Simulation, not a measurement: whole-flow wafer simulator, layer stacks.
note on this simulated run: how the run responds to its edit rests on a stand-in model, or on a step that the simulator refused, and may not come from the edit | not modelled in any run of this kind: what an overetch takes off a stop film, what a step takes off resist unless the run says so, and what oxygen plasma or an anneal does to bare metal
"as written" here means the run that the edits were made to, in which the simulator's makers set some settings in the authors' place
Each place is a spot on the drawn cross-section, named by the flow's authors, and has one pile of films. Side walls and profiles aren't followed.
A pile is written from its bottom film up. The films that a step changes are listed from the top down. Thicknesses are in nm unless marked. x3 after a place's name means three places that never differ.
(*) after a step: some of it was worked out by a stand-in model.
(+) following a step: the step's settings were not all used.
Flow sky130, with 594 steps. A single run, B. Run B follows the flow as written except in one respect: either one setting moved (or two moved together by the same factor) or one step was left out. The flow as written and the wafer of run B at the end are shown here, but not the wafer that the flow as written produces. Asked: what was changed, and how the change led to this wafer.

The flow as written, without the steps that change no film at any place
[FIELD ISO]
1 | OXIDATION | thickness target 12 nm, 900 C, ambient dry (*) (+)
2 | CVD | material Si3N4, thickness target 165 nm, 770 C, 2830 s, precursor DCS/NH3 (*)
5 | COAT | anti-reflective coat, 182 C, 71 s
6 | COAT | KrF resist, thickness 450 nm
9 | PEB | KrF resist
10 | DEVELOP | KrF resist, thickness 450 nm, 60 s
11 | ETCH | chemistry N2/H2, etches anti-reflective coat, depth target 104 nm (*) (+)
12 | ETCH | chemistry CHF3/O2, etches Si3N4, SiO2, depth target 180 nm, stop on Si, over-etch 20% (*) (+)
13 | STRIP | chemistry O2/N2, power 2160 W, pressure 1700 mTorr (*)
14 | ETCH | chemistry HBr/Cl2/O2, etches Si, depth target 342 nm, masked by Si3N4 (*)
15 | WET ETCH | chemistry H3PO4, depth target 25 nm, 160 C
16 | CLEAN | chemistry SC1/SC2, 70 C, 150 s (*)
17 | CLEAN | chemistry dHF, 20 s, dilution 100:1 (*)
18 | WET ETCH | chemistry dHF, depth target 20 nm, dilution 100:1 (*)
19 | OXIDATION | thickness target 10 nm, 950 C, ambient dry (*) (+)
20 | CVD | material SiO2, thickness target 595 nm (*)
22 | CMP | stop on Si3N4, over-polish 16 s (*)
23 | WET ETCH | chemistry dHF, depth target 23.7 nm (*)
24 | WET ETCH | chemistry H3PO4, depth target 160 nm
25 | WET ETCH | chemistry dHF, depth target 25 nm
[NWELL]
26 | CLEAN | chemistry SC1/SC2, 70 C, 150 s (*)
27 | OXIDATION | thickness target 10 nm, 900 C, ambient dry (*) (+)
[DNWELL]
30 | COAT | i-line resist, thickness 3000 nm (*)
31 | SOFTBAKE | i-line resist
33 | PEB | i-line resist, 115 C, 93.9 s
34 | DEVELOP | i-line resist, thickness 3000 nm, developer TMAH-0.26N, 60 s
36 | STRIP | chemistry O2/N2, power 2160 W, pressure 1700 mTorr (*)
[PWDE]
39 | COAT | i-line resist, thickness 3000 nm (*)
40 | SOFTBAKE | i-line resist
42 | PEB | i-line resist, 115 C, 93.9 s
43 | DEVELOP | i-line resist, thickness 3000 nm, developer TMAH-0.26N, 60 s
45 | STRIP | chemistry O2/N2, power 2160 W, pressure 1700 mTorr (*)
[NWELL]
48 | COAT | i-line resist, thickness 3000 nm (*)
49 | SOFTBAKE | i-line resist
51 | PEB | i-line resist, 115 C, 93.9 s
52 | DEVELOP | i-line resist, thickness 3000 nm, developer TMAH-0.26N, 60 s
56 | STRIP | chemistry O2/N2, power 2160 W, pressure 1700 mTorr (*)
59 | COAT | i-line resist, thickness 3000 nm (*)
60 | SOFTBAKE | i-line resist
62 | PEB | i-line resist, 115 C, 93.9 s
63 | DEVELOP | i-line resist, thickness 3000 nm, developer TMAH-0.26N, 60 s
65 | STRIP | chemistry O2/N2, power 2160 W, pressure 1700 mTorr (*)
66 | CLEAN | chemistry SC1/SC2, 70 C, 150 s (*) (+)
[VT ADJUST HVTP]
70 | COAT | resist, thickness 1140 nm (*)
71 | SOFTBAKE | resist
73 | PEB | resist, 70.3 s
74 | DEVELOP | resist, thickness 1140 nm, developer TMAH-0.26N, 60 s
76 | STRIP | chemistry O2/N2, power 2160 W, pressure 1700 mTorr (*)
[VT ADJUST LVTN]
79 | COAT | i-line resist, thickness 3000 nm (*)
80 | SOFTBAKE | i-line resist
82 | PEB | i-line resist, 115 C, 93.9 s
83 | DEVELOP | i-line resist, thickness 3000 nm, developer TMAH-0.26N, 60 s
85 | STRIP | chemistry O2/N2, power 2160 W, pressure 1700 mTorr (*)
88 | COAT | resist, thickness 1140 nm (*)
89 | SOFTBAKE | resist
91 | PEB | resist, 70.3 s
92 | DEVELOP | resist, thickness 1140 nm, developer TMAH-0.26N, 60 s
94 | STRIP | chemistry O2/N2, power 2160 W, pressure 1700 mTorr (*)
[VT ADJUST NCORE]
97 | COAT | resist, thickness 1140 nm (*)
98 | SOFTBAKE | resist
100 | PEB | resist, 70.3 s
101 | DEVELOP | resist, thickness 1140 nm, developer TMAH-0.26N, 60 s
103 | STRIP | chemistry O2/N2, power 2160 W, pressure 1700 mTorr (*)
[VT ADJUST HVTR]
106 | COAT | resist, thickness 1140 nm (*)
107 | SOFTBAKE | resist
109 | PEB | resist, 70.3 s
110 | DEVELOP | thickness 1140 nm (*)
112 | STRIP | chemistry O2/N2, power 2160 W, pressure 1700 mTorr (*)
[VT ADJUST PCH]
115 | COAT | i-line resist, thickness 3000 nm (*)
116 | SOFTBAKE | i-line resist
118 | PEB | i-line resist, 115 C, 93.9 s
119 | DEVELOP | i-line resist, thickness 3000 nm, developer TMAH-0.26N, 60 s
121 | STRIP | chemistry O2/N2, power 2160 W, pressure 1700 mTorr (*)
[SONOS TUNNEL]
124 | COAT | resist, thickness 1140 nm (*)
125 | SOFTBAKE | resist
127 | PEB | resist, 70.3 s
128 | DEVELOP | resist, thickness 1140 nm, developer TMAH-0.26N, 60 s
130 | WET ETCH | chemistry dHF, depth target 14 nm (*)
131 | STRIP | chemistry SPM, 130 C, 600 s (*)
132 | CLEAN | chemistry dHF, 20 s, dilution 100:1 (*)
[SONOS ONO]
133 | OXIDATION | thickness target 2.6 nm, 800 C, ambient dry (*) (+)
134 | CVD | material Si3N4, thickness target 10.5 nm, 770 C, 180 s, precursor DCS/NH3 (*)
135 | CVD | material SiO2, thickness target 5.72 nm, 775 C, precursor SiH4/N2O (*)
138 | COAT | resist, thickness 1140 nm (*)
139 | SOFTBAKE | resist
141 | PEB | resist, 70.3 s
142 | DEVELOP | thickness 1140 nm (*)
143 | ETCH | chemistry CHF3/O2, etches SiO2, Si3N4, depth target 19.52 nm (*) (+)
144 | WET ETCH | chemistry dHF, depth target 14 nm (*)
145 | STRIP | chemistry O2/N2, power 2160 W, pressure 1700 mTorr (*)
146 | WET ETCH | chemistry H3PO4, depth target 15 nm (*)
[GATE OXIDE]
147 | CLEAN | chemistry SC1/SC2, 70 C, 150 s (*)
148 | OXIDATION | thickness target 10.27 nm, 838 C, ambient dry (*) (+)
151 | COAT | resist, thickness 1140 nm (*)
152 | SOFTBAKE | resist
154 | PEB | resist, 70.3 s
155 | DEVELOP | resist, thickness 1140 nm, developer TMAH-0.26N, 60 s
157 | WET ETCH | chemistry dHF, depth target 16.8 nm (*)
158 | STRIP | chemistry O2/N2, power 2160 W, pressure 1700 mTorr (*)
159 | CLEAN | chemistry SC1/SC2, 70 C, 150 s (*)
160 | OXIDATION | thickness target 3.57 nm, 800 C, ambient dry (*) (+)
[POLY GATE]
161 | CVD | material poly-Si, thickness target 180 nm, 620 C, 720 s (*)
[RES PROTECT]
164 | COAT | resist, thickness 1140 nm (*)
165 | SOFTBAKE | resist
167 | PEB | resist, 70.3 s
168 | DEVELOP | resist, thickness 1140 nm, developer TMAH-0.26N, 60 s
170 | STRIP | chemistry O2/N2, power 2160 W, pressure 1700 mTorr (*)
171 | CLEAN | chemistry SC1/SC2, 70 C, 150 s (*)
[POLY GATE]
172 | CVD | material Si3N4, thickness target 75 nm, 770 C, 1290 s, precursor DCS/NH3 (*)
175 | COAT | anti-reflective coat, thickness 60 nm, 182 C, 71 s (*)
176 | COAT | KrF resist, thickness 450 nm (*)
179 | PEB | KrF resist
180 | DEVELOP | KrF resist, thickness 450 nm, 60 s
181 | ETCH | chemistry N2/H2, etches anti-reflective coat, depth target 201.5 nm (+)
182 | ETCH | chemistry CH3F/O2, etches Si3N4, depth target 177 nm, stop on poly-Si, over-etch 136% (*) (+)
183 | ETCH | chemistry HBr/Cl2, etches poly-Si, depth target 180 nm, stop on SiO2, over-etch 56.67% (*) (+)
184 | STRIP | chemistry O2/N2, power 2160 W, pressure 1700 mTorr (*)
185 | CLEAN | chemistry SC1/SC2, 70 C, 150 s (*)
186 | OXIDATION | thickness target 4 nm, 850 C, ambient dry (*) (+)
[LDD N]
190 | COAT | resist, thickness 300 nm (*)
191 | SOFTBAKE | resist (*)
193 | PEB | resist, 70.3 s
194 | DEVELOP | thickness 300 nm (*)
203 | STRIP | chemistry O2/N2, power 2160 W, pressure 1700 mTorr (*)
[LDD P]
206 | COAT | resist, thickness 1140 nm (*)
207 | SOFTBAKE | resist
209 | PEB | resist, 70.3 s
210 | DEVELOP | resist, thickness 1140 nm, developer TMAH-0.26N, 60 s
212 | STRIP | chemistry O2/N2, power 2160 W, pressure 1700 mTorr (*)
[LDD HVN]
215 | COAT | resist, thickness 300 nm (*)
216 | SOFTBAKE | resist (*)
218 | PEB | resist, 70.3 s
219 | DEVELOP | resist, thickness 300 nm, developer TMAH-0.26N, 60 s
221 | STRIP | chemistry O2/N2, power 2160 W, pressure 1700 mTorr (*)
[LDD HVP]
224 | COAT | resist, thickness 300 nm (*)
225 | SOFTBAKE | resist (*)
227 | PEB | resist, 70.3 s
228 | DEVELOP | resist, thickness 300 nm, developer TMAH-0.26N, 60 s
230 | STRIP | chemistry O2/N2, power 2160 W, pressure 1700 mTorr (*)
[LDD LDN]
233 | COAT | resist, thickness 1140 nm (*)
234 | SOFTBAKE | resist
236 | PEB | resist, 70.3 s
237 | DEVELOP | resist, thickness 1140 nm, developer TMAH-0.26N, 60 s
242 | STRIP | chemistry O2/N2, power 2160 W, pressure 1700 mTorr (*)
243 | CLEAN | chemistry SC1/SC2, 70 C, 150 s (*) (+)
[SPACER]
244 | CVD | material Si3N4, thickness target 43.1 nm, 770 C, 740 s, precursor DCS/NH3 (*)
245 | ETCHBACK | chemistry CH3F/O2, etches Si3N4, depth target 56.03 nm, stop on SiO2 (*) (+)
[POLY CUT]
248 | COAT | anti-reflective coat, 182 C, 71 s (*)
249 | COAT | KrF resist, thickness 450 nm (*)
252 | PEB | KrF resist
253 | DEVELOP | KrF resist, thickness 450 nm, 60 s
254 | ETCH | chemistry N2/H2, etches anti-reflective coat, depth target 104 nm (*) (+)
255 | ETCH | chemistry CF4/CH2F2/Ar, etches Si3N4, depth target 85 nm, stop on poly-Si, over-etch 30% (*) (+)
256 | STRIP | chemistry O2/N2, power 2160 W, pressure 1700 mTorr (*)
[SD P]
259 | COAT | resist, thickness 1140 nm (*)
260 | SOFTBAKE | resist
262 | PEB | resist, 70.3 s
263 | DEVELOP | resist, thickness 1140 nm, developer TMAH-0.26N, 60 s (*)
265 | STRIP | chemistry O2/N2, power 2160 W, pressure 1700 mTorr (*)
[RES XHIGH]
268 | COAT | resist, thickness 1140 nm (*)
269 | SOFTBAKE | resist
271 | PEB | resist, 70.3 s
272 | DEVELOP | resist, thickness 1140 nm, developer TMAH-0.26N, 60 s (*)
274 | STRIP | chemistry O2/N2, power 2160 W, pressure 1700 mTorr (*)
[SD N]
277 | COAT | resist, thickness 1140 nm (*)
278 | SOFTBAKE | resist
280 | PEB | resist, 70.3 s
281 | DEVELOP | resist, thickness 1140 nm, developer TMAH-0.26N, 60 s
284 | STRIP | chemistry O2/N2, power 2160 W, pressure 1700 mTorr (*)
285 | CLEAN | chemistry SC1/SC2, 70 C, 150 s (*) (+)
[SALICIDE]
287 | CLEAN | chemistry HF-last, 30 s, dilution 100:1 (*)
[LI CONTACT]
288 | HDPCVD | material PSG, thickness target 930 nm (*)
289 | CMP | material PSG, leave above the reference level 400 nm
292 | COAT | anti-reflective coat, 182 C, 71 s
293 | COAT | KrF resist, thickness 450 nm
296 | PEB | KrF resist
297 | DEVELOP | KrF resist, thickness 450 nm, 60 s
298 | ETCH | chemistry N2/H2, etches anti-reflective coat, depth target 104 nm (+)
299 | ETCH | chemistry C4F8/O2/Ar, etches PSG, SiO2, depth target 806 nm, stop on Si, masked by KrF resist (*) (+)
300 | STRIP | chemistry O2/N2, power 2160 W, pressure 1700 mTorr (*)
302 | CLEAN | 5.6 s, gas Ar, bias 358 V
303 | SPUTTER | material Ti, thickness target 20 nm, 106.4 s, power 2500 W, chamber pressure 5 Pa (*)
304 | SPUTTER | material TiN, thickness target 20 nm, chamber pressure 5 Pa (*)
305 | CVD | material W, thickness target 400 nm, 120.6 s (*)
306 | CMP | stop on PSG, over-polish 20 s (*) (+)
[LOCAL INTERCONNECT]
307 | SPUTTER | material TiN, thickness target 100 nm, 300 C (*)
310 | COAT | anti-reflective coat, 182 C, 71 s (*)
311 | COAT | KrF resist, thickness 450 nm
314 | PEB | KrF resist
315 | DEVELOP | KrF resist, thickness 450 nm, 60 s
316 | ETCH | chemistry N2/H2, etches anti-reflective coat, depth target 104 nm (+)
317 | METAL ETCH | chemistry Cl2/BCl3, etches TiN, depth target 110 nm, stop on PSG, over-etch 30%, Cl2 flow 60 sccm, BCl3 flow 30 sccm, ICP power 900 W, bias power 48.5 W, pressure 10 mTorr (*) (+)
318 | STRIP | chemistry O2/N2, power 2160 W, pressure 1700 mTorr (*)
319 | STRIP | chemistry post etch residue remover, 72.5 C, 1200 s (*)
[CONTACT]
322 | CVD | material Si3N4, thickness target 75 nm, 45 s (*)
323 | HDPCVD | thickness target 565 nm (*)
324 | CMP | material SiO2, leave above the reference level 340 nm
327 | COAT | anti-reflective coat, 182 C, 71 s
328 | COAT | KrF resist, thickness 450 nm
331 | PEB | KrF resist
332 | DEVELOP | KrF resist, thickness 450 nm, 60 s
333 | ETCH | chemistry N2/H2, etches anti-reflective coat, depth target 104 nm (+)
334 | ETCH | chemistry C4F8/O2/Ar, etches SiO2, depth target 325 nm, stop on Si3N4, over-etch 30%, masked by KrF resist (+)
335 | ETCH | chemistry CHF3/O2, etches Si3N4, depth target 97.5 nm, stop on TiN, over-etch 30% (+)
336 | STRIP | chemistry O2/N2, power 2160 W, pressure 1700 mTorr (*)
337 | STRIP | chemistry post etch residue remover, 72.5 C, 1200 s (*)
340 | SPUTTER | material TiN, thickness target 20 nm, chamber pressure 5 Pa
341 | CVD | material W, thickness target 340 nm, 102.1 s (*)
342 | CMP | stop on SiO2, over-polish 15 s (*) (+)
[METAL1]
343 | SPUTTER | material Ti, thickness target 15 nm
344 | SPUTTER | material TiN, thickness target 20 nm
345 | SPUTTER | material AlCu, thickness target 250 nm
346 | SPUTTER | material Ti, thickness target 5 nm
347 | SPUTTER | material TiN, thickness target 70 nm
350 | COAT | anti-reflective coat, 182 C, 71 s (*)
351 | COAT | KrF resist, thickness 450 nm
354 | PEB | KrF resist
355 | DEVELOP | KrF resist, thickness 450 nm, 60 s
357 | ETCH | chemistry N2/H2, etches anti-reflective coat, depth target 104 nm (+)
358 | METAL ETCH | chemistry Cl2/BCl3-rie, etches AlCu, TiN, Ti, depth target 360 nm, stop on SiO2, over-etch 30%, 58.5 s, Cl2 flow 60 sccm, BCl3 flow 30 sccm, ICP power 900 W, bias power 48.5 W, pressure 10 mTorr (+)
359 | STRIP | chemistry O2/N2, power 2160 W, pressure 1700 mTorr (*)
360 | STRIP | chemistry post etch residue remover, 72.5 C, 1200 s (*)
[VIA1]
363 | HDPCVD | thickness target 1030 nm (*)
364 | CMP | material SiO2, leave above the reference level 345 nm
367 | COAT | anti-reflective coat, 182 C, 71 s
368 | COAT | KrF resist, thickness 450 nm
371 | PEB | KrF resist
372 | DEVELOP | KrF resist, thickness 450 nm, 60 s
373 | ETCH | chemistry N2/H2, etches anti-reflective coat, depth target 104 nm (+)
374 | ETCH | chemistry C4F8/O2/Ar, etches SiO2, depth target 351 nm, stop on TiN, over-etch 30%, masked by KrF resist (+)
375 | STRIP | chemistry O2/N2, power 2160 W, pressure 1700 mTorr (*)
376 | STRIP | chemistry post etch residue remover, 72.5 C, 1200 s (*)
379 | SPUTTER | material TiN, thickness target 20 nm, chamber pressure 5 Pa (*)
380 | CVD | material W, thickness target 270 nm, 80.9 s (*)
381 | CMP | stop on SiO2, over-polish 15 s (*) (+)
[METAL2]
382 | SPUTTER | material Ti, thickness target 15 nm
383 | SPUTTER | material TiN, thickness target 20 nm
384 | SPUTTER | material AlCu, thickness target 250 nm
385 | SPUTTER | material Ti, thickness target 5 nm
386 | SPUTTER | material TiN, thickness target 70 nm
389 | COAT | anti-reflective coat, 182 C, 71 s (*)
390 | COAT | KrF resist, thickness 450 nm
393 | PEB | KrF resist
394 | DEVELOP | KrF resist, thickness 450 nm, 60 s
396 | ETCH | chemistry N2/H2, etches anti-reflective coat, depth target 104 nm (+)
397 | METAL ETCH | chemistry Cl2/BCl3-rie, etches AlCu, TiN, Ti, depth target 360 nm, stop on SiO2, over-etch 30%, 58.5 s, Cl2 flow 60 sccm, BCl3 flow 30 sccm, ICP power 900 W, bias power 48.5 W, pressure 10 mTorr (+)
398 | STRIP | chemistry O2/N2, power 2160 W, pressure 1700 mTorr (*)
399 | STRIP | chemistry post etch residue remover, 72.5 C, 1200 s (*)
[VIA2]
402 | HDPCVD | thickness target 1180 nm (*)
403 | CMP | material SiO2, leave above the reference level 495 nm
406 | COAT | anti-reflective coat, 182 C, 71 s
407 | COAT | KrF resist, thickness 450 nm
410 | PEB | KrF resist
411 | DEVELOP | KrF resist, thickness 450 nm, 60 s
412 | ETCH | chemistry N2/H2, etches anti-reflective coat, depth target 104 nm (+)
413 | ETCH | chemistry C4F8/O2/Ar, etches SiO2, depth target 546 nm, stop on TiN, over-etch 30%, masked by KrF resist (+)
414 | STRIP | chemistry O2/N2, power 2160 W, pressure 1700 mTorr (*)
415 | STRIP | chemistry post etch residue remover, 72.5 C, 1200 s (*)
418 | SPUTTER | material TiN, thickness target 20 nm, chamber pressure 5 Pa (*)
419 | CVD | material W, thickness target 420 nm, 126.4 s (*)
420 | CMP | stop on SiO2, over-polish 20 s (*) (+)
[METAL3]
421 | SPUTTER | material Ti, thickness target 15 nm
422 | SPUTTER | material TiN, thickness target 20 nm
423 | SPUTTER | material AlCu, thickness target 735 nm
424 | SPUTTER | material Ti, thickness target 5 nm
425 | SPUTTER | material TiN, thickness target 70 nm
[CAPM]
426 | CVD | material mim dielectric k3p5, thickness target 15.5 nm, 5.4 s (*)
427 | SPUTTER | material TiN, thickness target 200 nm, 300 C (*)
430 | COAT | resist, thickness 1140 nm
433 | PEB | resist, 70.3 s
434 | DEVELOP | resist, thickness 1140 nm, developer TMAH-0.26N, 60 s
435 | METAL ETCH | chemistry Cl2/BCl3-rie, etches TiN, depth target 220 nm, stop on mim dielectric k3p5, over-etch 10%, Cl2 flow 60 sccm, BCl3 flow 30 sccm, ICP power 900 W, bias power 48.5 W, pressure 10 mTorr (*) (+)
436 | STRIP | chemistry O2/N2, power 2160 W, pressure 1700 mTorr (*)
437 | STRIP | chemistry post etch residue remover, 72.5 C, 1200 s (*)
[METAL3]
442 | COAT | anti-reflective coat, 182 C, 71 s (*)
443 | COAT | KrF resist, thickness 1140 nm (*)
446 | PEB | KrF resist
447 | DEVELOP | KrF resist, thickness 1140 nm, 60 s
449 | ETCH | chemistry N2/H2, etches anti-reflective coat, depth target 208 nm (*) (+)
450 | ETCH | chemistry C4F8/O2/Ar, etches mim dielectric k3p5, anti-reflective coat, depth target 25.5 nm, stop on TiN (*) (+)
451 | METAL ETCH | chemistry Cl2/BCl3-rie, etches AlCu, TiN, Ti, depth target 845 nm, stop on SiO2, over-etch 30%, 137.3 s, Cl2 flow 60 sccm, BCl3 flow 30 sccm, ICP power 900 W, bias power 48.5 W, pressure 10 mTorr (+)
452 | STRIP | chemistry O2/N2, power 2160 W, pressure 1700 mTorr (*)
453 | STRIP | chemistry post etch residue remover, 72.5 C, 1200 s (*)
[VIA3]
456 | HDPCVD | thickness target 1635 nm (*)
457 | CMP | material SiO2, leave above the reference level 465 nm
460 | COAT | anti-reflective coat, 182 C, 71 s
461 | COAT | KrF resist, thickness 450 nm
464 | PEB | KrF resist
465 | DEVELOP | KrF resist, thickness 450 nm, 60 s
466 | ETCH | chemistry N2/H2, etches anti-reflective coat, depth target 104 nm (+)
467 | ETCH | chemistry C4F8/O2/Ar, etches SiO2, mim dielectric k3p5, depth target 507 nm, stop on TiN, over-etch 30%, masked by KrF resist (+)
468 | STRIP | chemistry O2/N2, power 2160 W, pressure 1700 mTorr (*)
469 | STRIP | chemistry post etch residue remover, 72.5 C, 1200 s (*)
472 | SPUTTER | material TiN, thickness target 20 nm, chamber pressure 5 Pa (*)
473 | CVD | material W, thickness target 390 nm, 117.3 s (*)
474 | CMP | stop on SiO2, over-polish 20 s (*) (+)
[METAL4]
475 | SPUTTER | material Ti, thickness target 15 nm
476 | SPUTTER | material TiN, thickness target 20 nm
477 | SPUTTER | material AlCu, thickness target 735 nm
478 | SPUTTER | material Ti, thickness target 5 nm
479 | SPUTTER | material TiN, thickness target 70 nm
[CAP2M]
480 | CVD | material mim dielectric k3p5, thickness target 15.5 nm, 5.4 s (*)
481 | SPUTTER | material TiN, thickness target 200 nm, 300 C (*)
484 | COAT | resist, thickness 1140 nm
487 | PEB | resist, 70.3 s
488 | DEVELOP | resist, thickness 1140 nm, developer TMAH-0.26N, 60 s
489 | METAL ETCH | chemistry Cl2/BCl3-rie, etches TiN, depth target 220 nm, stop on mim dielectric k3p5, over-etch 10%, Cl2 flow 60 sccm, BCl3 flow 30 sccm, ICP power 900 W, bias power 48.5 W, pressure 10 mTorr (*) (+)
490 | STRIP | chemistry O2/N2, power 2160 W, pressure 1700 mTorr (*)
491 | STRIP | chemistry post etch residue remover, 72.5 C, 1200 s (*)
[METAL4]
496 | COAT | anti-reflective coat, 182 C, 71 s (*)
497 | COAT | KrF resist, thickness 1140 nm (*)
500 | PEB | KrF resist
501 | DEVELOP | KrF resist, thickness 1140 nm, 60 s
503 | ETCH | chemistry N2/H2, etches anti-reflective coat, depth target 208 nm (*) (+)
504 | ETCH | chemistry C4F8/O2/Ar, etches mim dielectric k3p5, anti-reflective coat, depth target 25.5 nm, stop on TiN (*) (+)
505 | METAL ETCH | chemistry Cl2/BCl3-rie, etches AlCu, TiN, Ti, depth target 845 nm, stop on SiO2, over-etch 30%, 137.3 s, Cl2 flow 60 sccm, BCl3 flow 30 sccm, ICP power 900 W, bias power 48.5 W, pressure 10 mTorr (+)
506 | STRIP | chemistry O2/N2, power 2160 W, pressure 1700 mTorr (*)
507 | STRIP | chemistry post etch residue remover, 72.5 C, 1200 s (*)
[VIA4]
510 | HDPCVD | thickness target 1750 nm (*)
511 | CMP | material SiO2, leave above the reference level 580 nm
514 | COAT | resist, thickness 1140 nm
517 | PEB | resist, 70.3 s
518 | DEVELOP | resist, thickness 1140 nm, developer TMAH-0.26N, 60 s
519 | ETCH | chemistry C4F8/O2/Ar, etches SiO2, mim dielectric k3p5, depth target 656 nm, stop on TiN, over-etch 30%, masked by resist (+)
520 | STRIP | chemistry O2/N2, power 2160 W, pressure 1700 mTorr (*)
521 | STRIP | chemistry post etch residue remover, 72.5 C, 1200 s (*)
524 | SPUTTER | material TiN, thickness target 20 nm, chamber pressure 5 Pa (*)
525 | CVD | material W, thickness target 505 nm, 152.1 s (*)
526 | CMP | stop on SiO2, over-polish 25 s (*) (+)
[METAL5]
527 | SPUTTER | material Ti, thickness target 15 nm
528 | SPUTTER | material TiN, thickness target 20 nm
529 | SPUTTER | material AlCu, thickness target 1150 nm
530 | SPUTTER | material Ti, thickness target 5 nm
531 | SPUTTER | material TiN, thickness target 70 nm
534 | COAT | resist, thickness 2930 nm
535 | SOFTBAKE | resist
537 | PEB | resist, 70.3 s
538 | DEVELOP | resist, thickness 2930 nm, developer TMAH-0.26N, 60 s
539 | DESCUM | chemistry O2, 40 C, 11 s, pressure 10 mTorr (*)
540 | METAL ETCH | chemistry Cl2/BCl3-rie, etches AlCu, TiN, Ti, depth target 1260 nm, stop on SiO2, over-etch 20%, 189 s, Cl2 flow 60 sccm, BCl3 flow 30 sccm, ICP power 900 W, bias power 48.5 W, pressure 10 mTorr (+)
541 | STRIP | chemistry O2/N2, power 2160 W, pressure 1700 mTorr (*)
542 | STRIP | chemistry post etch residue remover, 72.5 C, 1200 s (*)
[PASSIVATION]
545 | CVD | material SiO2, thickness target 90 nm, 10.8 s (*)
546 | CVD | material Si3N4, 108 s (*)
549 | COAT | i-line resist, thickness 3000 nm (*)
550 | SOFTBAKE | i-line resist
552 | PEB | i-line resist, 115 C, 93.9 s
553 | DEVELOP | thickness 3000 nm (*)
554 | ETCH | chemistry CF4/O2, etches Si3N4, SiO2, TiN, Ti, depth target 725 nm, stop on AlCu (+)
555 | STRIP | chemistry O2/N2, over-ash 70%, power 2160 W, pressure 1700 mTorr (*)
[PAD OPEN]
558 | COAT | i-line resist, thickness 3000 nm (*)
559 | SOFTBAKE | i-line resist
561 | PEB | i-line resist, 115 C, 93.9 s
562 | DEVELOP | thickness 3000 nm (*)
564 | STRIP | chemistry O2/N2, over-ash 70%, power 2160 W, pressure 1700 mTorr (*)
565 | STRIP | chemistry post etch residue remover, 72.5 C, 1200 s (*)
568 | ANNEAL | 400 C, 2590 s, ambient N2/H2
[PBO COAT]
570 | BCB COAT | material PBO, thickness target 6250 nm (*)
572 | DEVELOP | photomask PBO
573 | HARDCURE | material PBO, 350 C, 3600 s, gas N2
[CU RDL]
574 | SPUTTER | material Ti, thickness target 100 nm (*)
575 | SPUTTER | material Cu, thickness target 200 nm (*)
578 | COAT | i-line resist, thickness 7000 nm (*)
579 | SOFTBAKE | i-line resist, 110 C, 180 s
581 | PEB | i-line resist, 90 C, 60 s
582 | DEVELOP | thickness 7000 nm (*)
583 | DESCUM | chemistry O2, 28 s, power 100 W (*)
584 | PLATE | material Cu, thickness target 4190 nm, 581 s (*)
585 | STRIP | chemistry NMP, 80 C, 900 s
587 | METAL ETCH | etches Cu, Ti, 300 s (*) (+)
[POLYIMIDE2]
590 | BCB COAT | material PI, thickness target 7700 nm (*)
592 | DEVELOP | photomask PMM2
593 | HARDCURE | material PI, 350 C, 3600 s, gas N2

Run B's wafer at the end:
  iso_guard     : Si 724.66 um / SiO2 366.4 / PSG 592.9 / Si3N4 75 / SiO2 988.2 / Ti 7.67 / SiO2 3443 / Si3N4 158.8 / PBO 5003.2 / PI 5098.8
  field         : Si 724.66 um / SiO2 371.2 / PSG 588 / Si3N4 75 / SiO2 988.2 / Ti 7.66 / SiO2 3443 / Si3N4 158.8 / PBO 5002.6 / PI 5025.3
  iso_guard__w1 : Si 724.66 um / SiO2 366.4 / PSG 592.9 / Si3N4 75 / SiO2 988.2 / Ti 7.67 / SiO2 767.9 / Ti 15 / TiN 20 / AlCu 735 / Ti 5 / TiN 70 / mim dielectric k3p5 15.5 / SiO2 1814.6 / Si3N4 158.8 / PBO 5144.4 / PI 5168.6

What caused this: step 397, METAL ETCH: depth target 270 nm was run, though the flow has depth target 360 nm; step 397, METAL ETCH: 43.9 s was run, where the flow has 58.5 s.

How this came from the change, step by step:
  397 | METAL ETCH | chemistry Cl2/BCl3-rie, etches AlCu, TiN, Ti, depth target 360 nm, stop on SiO2, over-etch 30%, 58.5 s, Cl2 flow 60 sccm, BCl3 flow 30 sccm, ICP power 900 W, bias power 48.5 W, pressure 10 mTorr (+)
      iso_guard, vpp_sp, vpp_guard and 75 more: -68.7 TiN (all of it), -5 Ti (all of it), -250 AlCu (all of it), -20 TiN (all of it), -7.33 Ti (in the flow as written it would be: -68.7 TiN (all of it), -5 Ti (all of it), -250 AlCu (all of it), -20 TiN (all of it), -15 Ti (all of it), -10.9 SiO2)
      field, active, gate, spacer, sonos_cell, sonos_guard, sonos_guard_hv: -68.7 TiN (all of it), -5 Ti (all of it), -250 AlCu (all of it), -20 TiN (all of it), -7.34 Ti (in the flow as written it would be: -68.7 TiN (all of it), -5 Ti (all of it), -250 AlCu (all of it), -20 TiN (all of it), -15 Ti (all of it), -10.9 SiO2)
      (and at 106 other places as well)
  398 | STRIP | chemistry O2/N2, power 2160 W, pressure 1700 mTorr (*)
      n_well, p_well, gate_hv and 101 more: -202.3 KrF resist (all of it), -80 anti-reflective coat (all of it) (in the flow as written it would be: -143.8 KrF resist (all of it), -80 anti-reflective coat (all of it))
      m1, via1_hole: -202.4 KrF resist (all of it), -80.4 anti-reflective coat (all of it) (in the flow as written it would be: -143.9 KrF resist (all of it), -80.4 anti-reflective coat (all of it))
  402 | HDPCVD | thickness target 1180 nm (*)
      field, active, gate and 82 more: +1180 SiO2 (new film) (in the flow as written it would be: +1180 SiO2)
  403 | CMP | material SiO2, leave above the reference level 495 nm
      field, active, gate and 82 more: -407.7 SiO2 (in the flow as written it would be: -389.1 SiO2)
With metal films that touch counted as one body, iso_guard has 1 body; the flow as written gives 0 bodies.
With metal films that touch counted as one body, field has 1 body; the flow as written gives 0 bodies.
With metal films that touch counted as one body, iso_guard__w1 has 2 bodies (between them, from the top down: SiO2 767.9); the flow as written gives 1 body.
